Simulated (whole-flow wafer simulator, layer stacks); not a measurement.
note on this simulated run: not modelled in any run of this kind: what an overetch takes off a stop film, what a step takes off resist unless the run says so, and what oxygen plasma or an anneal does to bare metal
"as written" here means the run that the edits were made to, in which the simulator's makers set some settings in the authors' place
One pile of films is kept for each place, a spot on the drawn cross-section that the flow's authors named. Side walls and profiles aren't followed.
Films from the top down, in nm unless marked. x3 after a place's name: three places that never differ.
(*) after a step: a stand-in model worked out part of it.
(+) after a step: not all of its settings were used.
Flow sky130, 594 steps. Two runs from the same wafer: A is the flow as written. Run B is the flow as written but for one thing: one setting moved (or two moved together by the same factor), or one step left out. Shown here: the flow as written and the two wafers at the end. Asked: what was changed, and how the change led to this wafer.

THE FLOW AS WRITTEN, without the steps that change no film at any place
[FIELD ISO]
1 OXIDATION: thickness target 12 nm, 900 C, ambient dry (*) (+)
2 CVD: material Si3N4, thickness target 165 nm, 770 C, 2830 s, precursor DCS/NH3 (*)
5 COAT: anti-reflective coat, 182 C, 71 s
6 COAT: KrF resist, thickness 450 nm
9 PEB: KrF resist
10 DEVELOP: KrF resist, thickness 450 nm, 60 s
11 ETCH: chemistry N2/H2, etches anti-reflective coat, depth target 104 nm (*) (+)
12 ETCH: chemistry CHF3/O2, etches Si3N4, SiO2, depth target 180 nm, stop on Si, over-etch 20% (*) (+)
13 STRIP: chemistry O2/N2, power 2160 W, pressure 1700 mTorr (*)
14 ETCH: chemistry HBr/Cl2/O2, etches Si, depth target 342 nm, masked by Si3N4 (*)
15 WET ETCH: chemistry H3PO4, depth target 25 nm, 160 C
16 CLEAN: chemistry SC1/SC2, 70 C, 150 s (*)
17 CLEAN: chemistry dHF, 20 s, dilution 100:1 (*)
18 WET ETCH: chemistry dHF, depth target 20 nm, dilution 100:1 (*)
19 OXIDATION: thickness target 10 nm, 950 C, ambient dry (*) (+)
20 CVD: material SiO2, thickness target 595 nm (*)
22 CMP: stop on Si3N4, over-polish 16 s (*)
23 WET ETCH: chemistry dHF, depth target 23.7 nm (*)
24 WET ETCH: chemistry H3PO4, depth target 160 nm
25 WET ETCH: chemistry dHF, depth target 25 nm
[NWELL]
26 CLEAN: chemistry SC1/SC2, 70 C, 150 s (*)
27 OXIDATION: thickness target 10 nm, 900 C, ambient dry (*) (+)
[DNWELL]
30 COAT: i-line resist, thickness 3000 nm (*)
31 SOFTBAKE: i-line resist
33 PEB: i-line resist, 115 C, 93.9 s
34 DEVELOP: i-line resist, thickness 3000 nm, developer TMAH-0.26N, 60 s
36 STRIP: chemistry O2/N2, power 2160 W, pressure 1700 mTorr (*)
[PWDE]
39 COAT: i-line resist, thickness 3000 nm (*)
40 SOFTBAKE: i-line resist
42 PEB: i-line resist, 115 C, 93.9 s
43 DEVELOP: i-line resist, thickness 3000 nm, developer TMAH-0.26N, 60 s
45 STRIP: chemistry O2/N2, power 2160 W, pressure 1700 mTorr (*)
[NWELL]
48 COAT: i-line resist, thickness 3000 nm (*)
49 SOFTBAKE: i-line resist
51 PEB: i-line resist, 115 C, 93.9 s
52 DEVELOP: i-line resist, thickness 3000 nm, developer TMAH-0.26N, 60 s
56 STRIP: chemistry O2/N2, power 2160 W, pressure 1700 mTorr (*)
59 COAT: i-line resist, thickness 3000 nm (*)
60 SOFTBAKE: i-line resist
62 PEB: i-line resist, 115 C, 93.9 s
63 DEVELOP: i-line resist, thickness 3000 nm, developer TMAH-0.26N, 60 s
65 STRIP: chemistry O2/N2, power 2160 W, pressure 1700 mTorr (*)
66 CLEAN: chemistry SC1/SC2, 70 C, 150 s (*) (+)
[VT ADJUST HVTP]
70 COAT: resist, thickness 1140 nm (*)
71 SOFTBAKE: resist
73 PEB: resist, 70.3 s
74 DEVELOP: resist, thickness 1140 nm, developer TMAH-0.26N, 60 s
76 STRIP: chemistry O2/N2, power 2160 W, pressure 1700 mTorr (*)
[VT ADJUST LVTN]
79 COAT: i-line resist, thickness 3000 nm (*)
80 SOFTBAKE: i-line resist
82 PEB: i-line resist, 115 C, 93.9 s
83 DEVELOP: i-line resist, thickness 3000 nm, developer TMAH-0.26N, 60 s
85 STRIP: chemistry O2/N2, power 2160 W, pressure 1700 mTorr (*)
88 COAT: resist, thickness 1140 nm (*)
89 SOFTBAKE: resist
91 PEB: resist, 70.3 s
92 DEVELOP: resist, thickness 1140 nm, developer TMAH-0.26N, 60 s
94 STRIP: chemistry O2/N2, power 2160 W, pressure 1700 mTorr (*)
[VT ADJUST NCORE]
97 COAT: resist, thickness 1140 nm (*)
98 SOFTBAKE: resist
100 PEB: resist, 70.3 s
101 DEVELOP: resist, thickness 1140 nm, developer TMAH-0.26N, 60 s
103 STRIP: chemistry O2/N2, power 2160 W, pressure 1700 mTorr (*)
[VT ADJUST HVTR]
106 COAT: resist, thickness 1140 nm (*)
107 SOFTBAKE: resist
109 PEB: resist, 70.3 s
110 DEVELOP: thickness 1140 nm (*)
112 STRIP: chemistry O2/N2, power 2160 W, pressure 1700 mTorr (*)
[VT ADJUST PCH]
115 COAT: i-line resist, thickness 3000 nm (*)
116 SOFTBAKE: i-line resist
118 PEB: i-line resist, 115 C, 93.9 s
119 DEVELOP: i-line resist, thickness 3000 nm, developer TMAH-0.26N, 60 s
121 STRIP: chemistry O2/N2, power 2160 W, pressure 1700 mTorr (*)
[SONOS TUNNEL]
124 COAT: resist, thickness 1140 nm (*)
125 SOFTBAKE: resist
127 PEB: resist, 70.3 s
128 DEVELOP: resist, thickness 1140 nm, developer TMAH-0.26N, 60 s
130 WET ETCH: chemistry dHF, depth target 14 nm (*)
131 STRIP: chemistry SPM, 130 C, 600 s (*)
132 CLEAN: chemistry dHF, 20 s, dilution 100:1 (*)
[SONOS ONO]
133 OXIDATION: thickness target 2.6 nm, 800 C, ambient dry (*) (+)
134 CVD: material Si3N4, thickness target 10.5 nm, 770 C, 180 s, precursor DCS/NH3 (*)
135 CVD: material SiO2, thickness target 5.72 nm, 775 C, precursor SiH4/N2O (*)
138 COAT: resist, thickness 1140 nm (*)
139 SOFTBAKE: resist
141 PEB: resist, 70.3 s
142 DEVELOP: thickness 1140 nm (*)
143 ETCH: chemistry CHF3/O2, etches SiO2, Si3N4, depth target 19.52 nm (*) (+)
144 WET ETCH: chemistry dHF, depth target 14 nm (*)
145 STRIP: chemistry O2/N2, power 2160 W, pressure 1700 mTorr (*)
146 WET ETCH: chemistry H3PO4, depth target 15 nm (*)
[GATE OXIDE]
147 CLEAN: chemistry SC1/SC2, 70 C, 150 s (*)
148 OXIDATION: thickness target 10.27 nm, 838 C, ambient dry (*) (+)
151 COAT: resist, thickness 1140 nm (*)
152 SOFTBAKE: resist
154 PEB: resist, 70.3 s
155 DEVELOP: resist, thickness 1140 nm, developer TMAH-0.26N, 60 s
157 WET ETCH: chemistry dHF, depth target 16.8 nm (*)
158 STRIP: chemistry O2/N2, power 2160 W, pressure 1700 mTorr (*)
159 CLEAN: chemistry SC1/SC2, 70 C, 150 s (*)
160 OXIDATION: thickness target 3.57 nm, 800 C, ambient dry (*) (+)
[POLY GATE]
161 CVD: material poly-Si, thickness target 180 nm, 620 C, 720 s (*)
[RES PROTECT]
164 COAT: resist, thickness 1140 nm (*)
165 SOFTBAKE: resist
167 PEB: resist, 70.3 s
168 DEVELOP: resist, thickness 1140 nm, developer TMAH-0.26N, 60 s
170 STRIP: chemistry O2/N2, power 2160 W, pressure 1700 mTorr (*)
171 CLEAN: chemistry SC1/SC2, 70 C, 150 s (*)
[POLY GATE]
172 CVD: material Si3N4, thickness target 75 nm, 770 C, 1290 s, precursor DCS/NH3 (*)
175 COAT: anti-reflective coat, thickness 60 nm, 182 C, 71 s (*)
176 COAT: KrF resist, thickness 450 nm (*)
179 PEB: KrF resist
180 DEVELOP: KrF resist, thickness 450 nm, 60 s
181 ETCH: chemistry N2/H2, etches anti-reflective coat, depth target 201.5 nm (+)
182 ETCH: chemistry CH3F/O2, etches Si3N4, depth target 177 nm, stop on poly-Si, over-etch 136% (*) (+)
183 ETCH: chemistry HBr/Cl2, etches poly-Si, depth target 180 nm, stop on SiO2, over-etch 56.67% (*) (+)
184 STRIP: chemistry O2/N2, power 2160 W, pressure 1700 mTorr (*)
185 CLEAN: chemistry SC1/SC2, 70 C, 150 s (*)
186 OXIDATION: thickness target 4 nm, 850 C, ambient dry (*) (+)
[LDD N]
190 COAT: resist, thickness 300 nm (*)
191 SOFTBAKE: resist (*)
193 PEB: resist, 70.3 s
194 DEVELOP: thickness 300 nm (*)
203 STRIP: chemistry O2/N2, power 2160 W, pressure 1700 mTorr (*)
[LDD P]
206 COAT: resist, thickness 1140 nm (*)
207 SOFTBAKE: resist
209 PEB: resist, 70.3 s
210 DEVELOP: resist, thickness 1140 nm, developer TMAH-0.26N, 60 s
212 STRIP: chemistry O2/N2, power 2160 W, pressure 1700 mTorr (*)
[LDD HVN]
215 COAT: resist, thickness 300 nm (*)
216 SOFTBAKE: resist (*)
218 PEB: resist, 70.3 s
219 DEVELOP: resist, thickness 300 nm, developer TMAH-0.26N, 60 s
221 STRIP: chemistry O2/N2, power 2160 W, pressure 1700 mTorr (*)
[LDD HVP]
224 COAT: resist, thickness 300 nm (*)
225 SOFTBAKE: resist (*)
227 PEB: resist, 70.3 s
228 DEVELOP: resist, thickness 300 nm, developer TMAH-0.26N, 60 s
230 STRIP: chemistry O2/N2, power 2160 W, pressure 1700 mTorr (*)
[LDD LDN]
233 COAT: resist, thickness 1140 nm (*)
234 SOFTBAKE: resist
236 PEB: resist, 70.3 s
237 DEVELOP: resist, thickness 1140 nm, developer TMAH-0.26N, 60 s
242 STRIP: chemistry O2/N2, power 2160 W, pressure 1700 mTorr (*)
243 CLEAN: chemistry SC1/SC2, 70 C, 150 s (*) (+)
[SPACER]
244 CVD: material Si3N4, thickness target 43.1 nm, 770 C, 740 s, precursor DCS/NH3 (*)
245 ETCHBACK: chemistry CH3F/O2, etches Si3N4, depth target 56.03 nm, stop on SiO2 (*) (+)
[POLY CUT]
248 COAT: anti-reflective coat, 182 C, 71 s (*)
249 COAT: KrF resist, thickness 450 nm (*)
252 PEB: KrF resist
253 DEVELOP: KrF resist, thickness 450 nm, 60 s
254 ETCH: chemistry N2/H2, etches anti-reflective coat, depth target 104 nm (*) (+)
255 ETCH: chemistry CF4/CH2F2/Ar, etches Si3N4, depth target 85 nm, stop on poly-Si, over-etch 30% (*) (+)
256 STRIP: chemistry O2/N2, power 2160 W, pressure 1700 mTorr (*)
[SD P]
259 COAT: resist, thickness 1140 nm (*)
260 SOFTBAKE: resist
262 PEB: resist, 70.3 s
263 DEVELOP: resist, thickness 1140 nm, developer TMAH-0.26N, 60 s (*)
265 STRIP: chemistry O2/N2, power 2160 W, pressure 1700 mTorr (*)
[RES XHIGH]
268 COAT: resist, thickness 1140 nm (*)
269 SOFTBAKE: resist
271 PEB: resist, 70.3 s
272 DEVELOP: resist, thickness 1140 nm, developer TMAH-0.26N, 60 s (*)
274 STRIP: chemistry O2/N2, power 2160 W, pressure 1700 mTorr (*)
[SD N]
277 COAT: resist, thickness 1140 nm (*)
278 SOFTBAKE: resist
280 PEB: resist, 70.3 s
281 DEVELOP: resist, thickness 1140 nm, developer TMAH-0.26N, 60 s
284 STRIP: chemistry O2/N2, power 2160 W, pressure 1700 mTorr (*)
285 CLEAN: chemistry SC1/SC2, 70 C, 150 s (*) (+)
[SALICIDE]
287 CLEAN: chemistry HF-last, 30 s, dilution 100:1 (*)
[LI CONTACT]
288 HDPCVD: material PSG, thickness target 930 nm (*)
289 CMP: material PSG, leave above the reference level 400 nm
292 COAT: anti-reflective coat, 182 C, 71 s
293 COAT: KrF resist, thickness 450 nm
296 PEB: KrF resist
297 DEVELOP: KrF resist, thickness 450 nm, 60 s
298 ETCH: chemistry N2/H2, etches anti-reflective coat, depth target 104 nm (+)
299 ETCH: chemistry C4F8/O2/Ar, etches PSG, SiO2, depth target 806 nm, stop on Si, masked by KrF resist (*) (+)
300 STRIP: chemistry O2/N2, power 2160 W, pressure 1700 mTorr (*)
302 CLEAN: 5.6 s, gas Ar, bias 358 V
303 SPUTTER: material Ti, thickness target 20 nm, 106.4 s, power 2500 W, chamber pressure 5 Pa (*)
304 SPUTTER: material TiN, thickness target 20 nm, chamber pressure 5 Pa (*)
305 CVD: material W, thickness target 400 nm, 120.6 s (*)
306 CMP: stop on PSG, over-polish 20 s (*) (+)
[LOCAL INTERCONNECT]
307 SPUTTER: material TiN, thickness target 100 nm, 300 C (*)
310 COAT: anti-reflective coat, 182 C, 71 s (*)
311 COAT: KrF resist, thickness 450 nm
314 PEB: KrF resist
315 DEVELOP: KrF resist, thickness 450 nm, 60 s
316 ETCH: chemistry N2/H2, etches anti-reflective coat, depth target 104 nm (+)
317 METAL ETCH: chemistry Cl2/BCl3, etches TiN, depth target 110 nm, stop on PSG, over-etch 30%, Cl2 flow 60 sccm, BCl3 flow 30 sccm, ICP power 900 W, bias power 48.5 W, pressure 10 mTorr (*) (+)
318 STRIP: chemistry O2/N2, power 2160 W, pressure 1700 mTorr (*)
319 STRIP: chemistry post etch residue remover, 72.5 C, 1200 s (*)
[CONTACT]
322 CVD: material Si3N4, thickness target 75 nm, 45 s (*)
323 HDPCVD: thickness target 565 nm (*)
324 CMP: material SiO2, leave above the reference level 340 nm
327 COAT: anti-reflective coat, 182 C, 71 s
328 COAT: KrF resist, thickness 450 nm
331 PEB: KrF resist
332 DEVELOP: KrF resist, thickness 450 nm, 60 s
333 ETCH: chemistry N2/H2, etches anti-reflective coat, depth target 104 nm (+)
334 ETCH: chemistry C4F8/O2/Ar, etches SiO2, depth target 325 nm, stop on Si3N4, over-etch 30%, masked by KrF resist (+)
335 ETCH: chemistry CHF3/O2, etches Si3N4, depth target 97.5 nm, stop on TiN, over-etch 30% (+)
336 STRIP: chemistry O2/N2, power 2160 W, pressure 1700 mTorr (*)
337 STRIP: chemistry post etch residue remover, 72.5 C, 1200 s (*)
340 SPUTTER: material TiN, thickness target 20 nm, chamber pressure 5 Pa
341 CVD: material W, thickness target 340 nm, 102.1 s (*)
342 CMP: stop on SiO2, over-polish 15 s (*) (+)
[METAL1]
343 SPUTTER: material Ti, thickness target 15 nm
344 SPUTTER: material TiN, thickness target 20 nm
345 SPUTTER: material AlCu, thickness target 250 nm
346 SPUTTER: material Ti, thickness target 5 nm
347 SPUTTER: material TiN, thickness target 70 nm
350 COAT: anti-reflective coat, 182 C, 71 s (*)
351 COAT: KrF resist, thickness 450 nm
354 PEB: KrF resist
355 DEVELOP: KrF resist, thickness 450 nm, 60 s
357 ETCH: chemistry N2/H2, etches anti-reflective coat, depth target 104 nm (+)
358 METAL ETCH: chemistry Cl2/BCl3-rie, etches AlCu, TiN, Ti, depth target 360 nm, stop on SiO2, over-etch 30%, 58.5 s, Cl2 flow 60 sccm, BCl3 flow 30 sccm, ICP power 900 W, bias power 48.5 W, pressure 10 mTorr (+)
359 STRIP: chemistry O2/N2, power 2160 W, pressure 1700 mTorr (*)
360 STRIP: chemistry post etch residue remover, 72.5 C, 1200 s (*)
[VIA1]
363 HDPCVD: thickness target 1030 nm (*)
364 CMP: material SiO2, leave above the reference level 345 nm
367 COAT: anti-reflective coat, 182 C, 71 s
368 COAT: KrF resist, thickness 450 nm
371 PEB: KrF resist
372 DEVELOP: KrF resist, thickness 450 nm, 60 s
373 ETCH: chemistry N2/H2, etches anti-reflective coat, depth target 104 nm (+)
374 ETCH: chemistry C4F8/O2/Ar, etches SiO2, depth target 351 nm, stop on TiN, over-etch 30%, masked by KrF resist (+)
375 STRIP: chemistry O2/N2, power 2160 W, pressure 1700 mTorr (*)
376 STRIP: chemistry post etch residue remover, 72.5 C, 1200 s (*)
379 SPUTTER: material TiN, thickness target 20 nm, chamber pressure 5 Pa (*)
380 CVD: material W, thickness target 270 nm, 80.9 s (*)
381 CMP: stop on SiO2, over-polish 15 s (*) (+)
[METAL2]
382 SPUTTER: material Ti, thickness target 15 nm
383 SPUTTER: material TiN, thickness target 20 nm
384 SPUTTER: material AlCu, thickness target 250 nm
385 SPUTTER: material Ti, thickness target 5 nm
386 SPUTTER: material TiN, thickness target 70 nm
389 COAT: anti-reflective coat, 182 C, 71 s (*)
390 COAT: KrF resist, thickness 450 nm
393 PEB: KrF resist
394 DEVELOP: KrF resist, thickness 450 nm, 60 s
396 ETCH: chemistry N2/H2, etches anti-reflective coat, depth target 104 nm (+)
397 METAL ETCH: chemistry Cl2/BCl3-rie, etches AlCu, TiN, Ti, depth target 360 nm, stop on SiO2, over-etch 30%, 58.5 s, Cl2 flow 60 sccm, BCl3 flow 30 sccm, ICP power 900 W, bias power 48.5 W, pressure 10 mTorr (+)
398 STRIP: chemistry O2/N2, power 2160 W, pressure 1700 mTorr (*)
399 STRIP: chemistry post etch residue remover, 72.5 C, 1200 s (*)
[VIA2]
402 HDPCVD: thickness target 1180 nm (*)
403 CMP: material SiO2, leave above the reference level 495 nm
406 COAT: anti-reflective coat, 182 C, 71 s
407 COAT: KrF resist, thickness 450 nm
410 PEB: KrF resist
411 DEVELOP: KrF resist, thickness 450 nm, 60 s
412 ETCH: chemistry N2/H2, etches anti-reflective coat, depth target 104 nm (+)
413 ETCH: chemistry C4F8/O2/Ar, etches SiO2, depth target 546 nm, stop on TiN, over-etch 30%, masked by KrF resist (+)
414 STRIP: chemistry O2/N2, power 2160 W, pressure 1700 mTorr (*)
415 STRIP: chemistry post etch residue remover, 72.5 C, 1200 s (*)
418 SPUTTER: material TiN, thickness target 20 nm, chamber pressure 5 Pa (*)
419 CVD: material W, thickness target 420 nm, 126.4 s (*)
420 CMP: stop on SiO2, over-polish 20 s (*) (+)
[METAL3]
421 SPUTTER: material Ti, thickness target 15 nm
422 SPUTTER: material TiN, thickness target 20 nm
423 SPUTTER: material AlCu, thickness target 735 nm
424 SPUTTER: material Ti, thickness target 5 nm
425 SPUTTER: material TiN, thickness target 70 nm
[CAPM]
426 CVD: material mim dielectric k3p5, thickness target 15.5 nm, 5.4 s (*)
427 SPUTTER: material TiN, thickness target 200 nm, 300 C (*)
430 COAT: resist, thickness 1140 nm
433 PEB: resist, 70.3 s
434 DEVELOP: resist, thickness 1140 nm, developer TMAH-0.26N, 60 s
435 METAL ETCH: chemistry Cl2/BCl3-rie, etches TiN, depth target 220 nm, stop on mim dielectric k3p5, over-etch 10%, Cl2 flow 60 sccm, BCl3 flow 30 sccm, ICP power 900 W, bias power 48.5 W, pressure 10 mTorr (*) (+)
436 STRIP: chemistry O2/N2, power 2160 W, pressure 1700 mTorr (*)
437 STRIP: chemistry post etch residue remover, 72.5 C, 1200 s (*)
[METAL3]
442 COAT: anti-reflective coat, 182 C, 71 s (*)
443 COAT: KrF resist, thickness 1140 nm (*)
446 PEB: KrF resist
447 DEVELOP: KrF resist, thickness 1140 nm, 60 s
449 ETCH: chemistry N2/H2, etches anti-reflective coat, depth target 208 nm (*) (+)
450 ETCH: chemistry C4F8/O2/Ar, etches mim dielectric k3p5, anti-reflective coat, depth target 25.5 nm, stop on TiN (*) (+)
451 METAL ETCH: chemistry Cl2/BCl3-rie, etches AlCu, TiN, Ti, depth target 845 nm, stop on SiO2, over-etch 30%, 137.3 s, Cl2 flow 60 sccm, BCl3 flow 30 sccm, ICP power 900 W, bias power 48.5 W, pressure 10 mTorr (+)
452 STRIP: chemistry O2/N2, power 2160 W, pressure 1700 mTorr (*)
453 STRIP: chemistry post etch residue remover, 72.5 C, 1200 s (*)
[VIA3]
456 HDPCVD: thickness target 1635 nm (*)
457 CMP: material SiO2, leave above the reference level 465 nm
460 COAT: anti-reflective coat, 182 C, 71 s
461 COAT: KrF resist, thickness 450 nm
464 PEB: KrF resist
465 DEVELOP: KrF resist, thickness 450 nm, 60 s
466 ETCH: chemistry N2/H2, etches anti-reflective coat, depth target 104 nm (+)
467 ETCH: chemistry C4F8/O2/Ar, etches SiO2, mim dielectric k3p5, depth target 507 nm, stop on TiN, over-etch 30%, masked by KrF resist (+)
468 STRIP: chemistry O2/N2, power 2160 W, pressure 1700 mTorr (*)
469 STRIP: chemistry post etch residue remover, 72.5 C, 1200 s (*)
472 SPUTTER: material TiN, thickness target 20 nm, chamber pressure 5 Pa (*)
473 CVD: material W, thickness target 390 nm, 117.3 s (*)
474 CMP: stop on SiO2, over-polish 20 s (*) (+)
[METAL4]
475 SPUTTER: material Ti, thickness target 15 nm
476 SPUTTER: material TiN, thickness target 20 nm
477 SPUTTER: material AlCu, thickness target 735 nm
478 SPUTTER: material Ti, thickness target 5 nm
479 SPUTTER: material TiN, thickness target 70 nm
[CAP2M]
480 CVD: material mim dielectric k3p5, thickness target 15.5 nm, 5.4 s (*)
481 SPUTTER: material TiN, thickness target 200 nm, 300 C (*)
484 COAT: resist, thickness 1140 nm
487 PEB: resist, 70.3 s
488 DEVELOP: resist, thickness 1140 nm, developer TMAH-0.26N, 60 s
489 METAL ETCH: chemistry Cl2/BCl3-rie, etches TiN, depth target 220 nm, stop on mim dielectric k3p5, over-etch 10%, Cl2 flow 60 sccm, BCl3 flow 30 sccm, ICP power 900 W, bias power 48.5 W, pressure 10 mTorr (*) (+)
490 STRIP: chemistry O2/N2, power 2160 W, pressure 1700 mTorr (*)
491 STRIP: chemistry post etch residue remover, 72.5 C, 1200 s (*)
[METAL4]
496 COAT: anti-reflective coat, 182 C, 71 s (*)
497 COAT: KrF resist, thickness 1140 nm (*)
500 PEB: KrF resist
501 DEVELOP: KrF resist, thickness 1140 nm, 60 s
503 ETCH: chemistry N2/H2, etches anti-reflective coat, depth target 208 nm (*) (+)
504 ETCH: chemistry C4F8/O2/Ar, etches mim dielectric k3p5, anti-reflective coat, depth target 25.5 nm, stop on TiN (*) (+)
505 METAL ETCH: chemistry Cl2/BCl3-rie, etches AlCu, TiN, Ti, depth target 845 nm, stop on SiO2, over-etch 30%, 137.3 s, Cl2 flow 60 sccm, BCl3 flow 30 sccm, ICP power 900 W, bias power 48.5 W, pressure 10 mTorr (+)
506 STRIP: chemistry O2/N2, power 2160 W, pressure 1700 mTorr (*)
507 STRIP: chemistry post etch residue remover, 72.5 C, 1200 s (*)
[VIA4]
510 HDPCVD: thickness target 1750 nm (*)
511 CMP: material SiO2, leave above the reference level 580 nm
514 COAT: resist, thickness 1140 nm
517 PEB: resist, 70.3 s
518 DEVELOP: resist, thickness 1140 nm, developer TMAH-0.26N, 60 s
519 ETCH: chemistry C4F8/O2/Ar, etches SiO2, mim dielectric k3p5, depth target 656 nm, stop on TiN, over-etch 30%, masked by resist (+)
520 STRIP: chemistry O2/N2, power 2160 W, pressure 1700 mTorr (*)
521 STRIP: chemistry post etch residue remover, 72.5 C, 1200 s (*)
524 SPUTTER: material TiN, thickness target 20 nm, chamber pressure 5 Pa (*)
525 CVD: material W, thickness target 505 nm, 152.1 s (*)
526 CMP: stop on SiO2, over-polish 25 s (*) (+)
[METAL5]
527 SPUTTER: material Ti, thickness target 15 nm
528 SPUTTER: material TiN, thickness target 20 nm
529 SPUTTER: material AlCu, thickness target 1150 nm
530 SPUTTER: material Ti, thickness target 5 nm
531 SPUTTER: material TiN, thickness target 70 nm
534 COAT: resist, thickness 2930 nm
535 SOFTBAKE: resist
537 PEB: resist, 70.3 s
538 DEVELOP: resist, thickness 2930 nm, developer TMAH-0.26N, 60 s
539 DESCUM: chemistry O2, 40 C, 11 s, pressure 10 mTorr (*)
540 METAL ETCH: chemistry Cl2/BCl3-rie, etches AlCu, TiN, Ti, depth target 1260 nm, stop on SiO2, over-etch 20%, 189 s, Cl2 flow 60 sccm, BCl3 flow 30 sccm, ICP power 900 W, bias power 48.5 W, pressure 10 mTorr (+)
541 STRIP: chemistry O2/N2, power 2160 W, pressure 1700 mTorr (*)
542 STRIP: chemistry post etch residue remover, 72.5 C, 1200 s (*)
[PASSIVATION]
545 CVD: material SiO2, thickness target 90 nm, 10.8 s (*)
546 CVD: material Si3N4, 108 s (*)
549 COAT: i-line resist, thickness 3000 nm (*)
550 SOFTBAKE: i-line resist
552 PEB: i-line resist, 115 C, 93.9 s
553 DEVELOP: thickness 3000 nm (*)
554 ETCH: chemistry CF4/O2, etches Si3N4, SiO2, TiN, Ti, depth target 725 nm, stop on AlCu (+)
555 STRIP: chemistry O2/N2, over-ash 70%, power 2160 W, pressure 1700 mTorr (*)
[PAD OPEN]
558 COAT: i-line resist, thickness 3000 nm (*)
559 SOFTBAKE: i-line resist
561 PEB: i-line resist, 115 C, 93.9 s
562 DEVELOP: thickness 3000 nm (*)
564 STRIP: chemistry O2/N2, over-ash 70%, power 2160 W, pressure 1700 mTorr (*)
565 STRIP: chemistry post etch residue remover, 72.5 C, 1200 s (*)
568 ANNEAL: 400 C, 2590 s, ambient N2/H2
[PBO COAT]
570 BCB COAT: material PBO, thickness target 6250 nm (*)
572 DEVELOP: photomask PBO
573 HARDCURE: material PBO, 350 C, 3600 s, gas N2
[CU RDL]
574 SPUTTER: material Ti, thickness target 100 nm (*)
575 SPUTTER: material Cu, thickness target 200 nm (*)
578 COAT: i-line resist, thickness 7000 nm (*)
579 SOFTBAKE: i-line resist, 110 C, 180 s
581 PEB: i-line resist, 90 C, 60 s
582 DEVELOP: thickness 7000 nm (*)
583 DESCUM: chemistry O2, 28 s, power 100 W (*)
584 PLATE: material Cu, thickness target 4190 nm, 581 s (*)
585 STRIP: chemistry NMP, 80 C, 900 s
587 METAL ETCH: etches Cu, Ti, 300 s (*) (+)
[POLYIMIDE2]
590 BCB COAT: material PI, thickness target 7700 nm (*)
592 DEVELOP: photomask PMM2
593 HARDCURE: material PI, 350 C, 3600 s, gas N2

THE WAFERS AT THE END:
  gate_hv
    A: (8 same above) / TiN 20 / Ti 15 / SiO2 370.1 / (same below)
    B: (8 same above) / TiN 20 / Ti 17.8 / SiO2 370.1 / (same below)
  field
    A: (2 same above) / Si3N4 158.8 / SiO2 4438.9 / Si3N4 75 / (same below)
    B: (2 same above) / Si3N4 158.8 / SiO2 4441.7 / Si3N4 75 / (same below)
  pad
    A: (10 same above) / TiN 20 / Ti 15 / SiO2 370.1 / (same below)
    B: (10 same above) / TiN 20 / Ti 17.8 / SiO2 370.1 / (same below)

The cause: step 475, SPUTTER: thickness target 17.8 nm was run, where the flow has thickness target 15 nm.
It can be read off the wafer: gate_hv has Ti 17.8, and step 475 as written asks for 15 nm.

How the change led to this, step by step:
  475 SPUTTER: material Ti, thickness target 15 nm
      field, active, n_well and 189 more: A Ti +15 (new film) | B Ti +17.8 (new film)
  505 METAL ETCH: chemistry Cl2/BCl3-rie, etches AlCu, TiN, Ti, depth target 845 nm, stop on SiO2, over-etch 30%, 137.3 s, Cl2 flow 60 sccm, BCl3 flow 30 sccm, ICP power 900 W, bias power 48.5 W, pressure 10 mTorr (+)
      field, gate, spacer and 68 more: A TiN -70 (all of it), Ti -5 (all of it), AlCu -735 (all of it), TiN -20 (all of it), Ti -15 (all of it), SiO2 -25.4 | B TiN -70 (all of it), Ti -5 (all of it), AlCu -735 (all of it), TiN -20 (all of it), Ti -17.8 (all of it), SiO2 -25.1
      active, vpp_iso1, mim_edge_plate and 14 more: A TiN -70 (all of it), Ti -5 (all of it), AlCu -735 (all of it), TiN -20 (all of it), Ti -15 (all of it), SiO2 -25.3 | B TiN -70 (all of it), Ti -5 (all of it), AlCu -735 (all of it), TiN -20 (all of it), Ti -17.8 (all of it), SiO2 -25.1
